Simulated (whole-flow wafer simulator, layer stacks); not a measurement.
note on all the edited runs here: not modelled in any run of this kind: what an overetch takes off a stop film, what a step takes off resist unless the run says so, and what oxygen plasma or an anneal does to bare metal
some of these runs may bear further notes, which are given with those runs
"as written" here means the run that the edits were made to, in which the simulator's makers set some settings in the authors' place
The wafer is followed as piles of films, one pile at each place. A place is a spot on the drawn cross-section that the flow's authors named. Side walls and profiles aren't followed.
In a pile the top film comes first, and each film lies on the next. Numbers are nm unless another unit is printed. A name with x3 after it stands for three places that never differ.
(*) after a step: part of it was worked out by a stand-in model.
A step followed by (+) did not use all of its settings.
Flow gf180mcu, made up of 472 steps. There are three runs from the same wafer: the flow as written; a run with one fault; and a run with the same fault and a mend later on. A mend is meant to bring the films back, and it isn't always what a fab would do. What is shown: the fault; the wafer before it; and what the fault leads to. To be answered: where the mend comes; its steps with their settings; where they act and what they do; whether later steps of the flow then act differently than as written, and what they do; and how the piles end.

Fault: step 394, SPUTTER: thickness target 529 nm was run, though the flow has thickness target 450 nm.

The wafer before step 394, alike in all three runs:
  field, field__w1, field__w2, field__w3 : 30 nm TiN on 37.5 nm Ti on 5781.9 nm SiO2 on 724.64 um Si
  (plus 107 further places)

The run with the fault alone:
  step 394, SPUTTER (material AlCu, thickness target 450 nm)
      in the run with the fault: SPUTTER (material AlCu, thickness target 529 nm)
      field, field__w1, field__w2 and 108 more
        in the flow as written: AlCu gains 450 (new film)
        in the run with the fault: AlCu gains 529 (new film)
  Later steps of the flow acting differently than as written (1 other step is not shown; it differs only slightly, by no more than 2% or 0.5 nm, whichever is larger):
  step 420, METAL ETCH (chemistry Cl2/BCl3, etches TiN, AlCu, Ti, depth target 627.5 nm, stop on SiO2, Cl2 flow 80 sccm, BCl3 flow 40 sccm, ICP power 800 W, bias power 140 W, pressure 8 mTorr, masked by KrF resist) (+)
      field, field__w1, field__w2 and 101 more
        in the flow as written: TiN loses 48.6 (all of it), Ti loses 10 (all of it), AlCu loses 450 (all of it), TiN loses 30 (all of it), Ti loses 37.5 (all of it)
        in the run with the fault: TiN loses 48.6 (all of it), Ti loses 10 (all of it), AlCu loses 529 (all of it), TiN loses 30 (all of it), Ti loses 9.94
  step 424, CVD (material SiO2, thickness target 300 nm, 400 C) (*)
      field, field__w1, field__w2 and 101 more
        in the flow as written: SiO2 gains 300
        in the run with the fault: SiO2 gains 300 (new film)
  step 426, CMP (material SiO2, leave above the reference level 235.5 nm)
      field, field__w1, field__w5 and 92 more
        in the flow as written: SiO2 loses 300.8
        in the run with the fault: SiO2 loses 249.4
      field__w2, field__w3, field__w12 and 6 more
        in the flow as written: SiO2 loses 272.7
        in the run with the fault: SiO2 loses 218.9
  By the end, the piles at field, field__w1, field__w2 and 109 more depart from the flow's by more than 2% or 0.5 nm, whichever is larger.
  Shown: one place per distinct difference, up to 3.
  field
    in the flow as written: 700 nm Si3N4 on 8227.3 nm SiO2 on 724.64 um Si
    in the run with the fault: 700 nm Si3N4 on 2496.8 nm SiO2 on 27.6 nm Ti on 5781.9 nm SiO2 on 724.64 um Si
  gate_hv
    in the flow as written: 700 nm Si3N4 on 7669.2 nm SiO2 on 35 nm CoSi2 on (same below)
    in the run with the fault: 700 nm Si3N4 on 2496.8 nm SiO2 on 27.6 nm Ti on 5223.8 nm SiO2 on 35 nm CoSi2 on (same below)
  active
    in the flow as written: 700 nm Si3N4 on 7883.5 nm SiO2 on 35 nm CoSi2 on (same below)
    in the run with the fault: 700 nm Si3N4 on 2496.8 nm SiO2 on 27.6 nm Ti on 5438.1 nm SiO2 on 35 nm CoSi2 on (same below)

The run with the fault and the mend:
  The mend stands after step 394.
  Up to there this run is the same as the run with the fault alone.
  step 394a, METAL ETCH (chemistry Cl2/BCl3, etches TiN, AlCu, Ti, depth target 79 nm, Cl2 flow 80 sccm, BCl3 flow 40 sccm, ICP power 800 W, bias power 140 W, pressure 8 mTorr) (the flow's step 260 again, with other settings)
      field, field__w1, field__w2 and 108 more
        AlCu loses 79
  Later steps of the flow that are run all act as written at every place that is followed.
  By the end, the piles equal the flow's at every place that both follow.
